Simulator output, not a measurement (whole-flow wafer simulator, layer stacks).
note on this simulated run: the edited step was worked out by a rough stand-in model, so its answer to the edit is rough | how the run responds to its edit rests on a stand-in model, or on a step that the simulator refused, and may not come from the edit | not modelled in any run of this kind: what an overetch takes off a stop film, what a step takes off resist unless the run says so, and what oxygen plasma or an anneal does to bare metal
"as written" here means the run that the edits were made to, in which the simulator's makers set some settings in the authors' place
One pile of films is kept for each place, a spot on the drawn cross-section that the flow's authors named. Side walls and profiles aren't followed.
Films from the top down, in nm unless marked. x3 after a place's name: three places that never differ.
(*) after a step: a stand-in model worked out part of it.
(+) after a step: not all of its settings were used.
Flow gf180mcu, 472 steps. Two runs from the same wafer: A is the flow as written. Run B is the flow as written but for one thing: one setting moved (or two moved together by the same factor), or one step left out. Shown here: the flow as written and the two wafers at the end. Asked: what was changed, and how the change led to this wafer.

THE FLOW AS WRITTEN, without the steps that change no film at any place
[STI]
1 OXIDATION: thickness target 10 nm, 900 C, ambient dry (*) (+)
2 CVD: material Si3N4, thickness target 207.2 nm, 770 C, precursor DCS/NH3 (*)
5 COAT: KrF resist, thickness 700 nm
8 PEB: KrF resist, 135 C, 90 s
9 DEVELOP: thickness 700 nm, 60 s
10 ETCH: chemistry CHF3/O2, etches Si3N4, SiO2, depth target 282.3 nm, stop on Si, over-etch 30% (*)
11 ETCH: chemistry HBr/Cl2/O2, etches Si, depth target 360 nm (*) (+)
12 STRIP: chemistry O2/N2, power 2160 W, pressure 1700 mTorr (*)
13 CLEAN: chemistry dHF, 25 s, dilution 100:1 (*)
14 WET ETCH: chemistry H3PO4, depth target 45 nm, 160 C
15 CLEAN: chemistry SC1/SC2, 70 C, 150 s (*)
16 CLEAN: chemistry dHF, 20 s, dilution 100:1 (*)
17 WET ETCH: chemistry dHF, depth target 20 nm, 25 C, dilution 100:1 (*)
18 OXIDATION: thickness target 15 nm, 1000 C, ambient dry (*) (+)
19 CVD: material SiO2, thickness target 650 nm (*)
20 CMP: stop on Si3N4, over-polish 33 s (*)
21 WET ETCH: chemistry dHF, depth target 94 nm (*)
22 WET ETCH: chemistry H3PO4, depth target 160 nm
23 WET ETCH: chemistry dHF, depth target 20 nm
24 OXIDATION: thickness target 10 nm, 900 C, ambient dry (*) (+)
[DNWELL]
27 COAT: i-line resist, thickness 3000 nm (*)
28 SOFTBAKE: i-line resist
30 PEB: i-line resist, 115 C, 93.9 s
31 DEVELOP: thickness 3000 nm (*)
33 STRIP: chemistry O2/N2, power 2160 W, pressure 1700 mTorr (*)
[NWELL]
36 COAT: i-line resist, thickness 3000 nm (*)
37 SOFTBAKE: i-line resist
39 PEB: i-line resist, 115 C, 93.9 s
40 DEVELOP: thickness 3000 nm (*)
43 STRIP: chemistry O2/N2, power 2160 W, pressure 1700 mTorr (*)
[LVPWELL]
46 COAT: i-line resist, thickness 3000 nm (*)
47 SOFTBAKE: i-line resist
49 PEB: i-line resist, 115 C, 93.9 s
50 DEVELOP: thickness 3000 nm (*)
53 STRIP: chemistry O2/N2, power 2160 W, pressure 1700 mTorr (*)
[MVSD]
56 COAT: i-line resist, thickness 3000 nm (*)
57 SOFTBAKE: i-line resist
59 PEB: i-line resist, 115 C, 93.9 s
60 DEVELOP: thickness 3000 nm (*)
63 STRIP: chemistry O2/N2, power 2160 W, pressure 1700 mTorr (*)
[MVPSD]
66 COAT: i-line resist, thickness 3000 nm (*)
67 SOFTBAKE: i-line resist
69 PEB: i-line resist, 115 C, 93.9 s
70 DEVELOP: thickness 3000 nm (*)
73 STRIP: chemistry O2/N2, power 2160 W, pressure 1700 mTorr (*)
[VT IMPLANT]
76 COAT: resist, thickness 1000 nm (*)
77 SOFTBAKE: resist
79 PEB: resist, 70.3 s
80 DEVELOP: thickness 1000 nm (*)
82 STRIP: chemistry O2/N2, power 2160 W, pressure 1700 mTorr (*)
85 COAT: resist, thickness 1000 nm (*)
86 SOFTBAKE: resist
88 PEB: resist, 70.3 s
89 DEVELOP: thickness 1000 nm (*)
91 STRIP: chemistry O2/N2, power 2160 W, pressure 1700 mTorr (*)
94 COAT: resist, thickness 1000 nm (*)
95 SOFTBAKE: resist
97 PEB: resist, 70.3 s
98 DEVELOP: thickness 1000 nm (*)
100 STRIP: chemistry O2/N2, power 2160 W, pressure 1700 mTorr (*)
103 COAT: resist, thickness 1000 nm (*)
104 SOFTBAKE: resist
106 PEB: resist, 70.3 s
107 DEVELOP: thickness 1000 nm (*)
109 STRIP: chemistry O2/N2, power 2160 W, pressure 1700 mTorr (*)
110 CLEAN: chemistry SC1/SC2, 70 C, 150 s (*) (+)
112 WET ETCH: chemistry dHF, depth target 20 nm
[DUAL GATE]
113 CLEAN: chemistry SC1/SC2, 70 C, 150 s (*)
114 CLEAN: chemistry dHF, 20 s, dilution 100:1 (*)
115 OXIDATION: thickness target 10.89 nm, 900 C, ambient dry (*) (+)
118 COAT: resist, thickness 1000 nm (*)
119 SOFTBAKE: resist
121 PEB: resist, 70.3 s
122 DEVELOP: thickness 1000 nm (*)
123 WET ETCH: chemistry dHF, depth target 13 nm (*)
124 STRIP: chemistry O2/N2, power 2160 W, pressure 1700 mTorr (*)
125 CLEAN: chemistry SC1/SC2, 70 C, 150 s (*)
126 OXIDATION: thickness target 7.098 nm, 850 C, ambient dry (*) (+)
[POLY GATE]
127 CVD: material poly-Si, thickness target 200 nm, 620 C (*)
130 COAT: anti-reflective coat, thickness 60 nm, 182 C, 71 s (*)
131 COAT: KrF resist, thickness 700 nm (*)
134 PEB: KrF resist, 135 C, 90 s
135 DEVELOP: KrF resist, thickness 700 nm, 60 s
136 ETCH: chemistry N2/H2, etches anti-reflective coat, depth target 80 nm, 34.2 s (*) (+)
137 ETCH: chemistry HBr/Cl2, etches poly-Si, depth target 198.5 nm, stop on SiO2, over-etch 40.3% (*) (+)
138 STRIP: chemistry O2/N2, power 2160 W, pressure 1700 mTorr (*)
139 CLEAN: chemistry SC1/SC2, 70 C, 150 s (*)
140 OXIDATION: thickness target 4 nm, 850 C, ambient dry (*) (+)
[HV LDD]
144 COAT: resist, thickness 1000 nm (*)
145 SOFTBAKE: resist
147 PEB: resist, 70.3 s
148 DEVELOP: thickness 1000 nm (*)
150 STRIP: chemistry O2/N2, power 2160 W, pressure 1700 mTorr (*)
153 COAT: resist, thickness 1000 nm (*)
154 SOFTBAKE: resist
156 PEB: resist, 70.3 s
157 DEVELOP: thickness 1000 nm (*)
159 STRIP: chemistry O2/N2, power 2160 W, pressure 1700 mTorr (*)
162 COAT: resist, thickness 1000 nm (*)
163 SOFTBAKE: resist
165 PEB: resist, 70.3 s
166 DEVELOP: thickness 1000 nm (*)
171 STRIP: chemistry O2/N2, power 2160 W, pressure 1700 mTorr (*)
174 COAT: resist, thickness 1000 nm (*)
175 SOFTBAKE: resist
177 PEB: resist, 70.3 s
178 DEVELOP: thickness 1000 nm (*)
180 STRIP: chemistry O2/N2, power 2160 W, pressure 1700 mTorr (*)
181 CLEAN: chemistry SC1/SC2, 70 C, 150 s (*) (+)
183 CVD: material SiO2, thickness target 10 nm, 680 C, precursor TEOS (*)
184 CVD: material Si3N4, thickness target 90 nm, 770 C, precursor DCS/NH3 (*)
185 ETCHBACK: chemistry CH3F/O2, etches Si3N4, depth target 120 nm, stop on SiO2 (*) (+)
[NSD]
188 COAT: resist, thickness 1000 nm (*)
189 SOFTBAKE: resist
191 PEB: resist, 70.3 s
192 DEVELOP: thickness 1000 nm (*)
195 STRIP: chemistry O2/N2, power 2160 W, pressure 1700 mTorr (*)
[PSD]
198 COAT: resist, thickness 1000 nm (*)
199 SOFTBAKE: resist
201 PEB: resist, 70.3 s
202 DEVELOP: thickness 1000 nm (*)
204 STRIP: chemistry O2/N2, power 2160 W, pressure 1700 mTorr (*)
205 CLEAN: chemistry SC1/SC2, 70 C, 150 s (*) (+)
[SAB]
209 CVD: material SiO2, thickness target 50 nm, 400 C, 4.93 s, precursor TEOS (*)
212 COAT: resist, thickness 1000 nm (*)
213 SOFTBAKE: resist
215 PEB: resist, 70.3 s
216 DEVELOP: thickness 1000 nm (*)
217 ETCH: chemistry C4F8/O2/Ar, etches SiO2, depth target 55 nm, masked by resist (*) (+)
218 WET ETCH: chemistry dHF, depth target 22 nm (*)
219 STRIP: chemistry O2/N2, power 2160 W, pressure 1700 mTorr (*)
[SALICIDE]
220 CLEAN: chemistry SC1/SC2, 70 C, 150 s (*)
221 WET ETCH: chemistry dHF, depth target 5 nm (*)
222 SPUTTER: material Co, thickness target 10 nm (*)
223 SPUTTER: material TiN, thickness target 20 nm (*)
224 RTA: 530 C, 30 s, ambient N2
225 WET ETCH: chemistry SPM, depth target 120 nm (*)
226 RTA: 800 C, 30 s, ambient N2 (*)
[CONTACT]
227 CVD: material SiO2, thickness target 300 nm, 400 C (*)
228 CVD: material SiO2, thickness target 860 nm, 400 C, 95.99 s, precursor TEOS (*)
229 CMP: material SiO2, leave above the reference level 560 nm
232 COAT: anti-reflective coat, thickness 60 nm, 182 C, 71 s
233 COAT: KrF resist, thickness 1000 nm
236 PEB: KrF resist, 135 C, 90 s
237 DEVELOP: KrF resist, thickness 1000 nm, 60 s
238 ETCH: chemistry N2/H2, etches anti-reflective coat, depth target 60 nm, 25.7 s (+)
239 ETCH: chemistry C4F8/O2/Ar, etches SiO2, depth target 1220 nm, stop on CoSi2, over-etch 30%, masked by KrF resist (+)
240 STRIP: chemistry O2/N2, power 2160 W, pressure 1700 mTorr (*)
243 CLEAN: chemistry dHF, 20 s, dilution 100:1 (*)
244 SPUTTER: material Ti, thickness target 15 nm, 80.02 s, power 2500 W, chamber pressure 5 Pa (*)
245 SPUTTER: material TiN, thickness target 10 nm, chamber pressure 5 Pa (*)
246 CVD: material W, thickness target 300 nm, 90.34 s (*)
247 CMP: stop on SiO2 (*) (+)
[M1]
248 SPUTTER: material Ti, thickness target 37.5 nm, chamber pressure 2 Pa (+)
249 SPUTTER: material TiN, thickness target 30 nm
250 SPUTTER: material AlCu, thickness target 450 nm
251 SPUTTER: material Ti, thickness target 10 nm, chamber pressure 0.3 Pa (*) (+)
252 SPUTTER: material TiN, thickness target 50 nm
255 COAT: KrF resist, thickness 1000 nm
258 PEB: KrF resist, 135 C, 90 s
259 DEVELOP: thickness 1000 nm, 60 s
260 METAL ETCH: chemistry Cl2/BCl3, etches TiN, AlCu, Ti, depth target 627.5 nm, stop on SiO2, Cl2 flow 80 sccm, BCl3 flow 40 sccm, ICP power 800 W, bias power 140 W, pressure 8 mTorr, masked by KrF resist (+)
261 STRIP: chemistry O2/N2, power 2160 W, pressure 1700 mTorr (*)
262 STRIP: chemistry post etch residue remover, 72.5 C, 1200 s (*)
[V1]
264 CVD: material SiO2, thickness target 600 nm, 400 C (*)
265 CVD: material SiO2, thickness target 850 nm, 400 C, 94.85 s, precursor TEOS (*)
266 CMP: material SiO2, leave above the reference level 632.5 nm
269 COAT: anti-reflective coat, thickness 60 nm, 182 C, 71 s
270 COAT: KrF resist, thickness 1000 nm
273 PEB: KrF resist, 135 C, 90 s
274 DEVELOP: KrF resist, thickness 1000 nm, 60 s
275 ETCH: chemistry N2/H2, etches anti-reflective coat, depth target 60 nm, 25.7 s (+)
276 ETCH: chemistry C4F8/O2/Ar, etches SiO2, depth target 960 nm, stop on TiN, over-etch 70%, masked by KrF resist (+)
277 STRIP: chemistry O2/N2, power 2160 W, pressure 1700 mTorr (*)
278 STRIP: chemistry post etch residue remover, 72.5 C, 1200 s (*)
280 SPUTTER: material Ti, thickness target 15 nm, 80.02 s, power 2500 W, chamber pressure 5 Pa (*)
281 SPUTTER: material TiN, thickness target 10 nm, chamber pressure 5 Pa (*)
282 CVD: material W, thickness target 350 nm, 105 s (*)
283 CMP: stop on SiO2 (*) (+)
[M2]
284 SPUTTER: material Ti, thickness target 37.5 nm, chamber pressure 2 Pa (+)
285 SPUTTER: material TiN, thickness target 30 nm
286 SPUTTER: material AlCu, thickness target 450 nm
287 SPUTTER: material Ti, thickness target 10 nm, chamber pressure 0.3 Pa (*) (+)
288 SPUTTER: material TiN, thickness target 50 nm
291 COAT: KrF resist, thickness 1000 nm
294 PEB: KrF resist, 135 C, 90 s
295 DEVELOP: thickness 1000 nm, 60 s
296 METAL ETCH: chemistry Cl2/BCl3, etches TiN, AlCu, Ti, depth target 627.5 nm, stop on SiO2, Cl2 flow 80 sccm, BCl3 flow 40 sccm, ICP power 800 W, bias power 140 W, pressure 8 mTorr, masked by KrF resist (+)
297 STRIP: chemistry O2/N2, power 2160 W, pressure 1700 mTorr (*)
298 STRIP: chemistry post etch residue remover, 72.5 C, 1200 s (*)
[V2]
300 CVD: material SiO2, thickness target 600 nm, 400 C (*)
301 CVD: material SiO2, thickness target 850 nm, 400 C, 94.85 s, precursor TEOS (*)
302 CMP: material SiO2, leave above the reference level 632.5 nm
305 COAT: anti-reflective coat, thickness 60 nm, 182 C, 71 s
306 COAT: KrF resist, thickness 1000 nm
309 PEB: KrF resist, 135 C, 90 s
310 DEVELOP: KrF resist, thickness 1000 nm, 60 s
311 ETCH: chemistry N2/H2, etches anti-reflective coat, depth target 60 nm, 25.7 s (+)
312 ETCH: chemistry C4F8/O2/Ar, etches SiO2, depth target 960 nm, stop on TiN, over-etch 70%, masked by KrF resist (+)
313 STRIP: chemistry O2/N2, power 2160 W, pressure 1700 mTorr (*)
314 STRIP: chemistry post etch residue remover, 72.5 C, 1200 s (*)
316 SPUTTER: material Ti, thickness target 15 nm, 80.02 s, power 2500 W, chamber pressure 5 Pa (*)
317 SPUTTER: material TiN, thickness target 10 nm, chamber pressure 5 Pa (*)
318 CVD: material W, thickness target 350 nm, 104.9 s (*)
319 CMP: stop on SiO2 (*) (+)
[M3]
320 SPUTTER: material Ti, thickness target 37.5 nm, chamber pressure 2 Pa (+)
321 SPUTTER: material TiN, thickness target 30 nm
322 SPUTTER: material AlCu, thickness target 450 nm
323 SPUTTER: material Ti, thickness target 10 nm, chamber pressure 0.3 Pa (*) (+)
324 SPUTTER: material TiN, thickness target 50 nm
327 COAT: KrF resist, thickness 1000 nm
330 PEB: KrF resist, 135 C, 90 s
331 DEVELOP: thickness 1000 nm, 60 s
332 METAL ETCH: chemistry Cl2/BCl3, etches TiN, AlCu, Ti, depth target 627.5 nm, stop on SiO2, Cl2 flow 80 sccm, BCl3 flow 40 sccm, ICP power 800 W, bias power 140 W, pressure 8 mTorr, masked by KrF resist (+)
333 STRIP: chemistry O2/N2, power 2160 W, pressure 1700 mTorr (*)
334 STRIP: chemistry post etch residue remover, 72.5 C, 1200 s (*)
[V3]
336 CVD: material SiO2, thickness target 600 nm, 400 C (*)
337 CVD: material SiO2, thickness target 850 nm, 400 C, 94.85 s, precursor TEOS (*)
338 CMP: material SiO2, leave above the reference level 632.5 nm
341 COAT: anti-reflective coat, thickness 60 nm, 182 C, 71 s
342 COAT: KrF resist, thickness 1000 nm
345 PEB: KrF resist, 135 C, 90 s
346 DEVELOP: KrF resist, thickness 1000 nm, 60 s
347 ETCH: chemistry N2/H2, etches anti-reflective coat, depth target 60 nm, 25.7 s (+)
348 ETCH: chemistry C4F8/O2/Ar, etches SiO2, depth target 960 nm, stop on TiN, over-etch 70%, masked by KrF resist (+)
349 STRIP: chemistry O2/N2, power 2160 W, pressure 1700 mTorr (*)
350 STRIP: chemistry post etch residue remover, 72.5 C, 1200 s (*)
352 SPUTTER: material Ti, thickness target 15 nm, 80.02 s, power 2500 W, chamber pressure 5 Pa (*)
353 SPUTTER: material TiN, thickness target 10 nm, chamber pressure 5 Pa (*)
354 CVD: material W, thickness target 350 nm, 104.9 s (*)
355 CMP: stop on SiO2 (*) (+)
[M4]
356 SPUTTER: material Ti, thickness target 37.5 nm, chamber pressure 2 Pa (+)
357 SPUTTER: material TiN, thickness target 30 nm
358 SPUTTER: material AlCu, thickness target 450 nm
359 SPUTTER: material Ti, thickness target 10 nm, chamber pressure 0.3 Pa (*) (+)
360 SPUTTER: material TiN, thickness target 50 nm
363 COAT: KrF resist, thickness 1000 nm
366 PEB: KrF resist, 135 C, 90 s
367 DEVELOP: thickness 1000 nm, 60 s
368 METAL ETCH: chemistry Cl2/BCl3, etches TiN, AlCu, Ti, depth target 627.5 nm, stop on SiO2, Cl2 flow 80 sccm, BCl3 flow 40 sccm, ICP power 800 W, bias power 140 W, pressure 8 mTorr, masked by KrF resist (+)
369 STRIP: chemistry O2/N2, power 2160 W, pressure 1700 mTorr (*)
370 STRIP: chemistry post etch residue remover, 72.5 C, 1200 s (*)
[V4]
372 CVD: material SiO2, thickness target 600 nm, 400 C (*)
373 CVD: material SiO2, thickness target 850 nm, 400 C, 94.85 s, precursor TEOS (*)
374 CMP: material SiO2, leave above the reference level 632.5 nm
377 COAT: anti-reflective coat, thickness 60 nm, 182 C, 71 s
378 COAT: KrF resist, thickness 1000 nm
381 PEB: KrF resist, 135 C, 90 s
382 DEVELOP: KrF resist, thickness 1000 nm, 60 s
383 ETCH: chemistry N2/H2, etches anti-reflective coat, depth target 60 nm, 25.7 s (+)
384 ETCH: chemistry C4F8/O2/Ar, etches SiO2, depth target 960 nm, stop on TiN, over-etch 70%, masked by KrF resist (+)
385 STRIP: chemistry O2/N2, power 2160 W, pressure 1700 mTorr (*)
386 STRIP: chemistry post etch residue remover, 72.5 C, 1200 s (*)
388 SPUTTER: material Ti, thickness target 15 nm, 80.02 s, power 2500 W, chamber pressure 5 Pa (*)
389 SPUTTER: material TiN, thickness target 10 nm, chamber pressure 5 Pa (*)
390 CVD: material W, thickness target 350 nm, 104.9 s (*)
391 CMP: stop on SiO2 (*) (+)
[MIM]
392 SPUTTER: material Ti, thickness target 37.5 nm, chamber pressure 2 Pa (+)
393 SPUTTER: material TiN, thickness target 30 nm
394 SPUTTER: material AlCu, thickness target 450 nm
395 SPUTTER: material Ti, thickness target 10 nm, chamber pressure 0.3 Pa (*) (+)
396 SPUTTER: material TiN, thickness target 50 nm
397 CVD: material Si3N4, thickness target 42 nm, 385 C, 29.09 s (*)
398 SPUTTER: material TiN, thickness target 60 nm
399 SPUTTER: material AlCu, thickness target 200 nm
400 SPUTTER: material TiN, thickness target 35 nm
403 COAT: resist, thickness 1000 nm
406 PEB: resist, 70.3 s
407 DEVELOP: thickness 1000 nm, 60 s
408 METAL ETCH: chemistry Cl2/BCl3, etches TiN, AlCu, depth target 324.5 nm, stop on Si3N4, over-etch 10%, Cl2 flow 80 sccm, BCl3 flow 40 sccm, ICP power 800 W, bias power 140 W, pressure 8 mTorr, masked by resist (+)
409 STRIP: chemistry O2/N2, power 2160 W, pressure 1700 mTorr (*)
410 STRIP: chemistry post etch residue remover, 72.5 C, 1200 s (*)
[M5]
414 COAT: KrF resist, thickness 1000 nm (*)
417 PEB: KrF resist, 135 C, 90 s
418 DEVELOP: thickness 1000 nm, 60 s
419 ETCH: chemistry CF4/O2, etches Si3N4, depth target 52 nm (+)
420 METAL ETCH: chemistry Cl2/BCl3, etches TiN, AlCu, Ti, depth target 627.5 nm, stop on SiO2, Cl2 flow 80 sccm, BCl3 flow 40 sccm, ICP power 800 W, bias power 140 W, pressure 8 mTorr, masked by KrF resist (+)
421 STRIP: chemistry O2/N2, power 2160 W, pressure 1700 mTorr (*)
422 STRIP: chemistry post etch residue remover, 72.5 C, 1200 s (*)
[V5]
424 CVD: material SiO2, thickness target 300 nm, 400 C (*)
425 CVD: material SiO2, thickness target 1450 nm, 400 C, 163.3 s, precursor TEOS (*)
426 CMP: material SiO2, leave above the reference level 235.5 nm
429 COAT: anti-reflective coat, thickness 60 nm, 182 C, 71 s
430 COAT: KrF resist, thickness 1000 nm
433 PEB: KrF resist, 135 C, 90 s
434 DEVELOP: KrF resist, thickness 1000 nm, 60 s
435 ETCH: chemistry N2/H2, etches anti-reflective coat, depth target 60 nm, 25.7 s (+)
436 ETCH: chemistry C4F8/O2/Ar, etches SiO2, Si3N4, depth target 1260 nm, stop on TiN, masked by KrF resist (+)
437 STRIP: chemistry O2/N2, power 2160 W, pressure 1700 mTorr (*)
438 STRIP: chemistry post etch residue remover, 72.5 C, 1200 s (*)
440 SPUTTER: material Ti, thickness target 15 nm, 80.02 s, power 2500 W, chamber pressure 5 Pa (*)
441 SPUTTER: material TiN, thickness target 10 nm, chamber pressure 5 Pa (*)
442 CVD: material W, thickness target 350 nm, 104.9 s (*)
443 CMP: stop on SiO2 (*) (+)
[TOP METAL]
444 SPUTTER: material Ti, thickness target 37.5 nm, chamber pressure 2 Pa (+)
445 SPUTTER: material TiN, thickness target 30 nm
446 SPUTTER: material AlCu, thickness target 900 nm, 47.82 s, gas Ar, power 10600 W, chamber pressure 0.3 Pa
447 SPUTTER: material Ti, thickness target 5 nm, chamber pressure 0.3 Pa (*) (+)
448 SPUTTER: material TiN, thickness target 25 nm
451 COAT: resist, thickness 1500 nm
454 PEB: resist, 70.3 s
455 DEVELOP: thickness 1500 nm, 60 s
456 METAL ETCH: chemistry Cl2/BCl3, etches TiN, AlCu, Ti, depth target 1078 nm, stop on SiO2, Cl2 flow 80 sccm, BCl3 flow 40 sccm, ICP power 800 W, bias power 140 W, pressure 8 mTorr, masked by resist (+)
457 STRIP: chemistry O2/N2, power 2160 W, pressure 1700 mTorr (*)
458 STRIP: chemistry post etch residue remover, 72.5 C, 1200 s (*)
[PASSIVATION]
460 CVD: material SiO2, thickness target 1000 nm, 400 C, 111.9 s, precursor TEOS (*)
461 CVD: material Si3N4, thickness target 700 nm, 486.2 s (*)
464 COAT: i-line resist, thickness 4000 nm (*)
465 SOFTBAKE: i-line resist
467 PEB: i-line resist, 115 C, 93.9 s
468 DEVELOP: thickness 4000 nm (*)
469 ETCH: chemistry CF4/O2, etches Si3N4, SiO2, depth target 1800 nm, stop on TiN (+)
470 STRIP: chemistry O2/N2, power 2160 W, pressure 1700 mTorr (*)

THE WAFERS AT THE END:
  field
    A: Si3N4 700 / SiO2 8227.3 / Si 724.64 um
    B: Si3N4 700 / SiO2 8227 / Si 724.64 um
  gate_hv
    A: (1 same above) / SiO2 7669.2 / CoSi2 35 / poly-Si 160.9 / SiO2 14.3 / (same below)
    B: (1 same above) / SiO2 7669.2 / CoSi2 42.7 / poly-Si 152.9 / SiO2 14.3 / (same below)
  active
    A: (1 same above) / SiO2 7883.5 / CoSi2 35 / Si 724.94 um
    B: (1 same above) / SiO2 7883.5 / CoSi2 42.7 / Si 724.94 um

The cause: step 222, SPUTTER: thickness target 12.2 nm was run, where the flow has thickness target 10 nm.

How the change led to this, step by step:
  222 SPUTTER: material Co, thickness target 10 nm (*)
      field, field__w7, field__w8 and 72 more: A Co +10 (new film) | B Co +12.2 (new film)
      field__w6, field_sub, field_sub__w2: A Co +9.95 (new film) | B Co +12.1 (new film)
      (and at 33 more places)
  223 SPUTTER: material TiN, thickness target 20 nm (*)
      field__w12: A TiN +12 (new film) | B TiN +12.6 (new film)
  224 RTA: 530 C, 30 s, ambient N2
      gate, gate_hv, gate_p and 22 more: A under 1 film: CoSi +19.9 (new film), Co -10 (all of it), poly-Si -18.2 | B under 1 film: CoSi +24.3 (new film), Co -12.2 (all of it), poly-Si -22.2
      active, p_well, sd_n and 11 more: A under 1 film: CoSi +19.9 (new film), Co -10 (all of it), Si -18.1 | B under 1 film: CoSi +24.3 (new film), Co -12.2 (all of it), Si -22.1
      (and at 10 more places)
  225 WET ETCH: chemistry SPM, depth target 120 nm (*)
      field, field__w7, field__w8 and 32 more: A TiN -20 (all of it), Co -10 (all of it) | B TiN -20 (all of it), Co -12.2 (all of it)
      field__w9, nw_enc_fld_lv__w3: A TiN -19.1 (all of it), Co -9.6 (all of it) | B TiN -19.1 (all of it), Co -11.7 (all of it)
      (and at 25 more places)
  226 RTA: 800 C, 30 s, ambient N2 (*)
      gate, gate_hv, gate_p and 22 more: A CoSi2 +35 (new film), CoSi -19.9 (all of it), poly-Si -18.2 | B CoSi2 +42.7 (new film), CoSi -24.3 (all of it), poly-Si -22.2
      active, p_well, sd_n and 11 more: A CoSi2 +35 (new film), CoSi -19.9 (all of it), Si -18.1 | B CoSi2 +42.7 (new film), CoSi -24.3 (all of it), Si -22.1
      (and at 10 more places)
